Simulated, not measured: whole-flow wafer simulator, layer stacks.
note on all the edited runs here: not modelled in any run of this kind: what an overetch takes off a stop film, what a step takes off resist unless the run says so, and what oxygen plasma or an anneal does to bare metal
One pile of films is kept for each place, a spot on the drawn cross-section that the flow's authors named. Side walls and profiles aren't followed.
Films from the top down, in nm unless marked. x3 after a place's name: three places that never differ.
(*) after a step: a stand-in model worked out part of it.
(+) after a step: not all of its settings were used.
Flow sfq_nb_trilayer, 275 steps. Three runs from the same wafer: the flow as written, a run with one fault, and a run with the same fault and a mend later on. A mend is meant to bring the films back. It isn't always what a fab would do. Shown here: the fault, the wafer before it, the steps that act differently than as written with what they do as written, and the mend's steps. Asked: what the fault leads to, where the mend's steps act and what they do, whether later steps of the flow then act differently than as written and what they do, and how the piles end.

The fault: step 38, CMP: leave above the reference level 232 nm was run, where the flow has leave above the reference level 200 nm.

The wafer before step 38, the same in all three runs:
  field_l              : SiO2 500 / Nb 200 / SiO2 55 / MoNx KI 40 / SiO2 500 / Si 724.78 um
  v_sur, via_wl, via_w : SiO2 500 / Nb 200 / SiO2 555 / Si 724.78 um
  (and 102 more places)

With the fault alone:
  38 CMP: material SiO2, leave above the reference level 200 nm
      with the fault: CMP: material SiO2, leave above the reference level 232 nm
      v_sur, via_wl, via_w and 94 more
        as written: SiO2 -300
        with the fault: SiO2 -268
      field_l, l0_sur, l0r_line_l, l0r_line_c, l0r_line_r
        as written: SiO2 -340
        with the fault: SiO2 -308
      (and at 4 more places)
  Later steps of the flow that act differently than as written (3 more steps differ only slightly, by at most 2% or 0.5 nm, whichever is larger, and aren't shown):
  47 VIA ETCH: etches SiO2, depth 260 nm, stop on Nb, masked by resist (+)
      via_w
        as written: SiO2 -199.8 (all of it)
        with the fault: SiO2 -231.8 (all of it)
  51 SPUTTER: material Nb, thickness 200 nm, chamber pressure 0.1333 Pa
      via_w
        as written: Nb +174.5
        with the fault: Nb +168.6
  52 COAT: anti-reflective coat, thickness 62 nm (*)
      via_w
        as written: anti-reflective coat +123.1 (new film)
        with the fault: anti-reflective coat +130 (new film)
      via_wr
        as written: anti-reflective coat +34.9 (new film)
        with the fault: anti-reflective coat +33.6 (new film)
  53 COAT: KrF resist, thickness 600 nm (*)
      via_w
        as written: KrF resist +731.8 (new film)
        with the fault: KrF resist +757.7 (new film)
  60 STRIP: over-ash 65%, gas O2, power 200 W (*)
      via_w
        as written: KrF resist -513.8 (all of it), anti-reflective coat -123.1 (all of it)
        with the fault: KrF resist -539.7 (all of it), anti-reflective coat -130 (all of it)
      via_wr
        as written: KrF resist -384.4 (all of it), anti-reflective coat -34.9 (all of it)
        with the fault: KrF resist -381.8 (all of it), anti-reflective coat -33.6 (all of it)
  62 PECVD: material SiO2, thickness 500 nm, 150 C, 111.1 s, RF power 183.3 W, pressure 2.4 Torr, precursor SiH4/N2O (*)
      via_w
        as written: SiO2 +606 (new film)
        with the fault: SiO2 +644 (new film)
  At the end the piles differ from the flow's by more than 2% or 0.5 nm, whichever is larger, at v_sur, via_wl, via_w and 37 more.
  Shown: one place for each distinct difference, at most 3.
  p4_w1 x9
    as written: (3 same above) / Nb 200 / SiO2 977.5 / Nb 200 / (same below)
    with the fault: (3 same above) / Nb 200 / SiO2 1009.5 / Nb 200 / (same below)
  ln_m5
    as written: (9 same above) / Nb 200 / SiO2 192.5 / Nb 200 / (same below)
    with the fault: (9 same above) / Nb 200 / SiO2 224.5 / Nb 200 / (same below)
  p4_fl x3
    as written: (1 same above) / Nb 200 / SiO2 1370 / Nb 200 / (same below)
    with the fault: (1 same above) / Nb 200 / SiO2 1402 / Nb 200 / (same below)

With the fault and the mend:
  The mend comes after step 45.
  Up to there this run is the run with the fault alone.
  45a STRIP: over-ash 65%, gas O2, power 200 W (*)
      field_l, v_sur, via_wl and 102 more
        KrF resist -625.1 (all of it), anti-reflective coat -62 (all of it)
      via_w
        anti-reflective coat -62 (all of it)
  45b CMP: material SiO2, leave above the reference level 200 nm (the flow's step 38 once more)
      field_l, v_sur, via_wl and 103 more
        SiO2 -32
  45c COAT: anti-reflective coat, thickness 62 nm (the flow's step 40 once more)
      field_l, v_sur, via_wl and 103 more
        anti-reflective coat +62 (new film)
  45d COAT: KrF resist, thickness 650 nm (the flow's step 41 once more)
      field_l, v_sur, via_wl and 103 more
        KrF resist +650 (new film)
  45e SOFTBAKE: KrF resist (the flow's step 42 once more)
      changes no film at any place that is followed
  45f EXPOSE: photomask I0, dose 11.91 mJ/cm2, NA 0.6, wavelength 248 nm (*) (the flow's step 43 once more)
      changes no film at any place that is followed
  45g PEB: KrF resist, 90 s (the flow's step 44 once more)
      field_l, v_sur, via_wl and 103 more
        KrF resist -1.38
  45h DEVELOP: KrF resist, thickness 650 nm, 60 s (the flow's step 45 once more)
      field_l, v_sur, via_wl and 102 more
        KrF resist -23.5
      via_w
        KrF resist -648.6 (all of it)
  No later step of the flow acts differently than as written at any place that is followed.
  At the end the piles are the same as the flow's at every place that both follow.
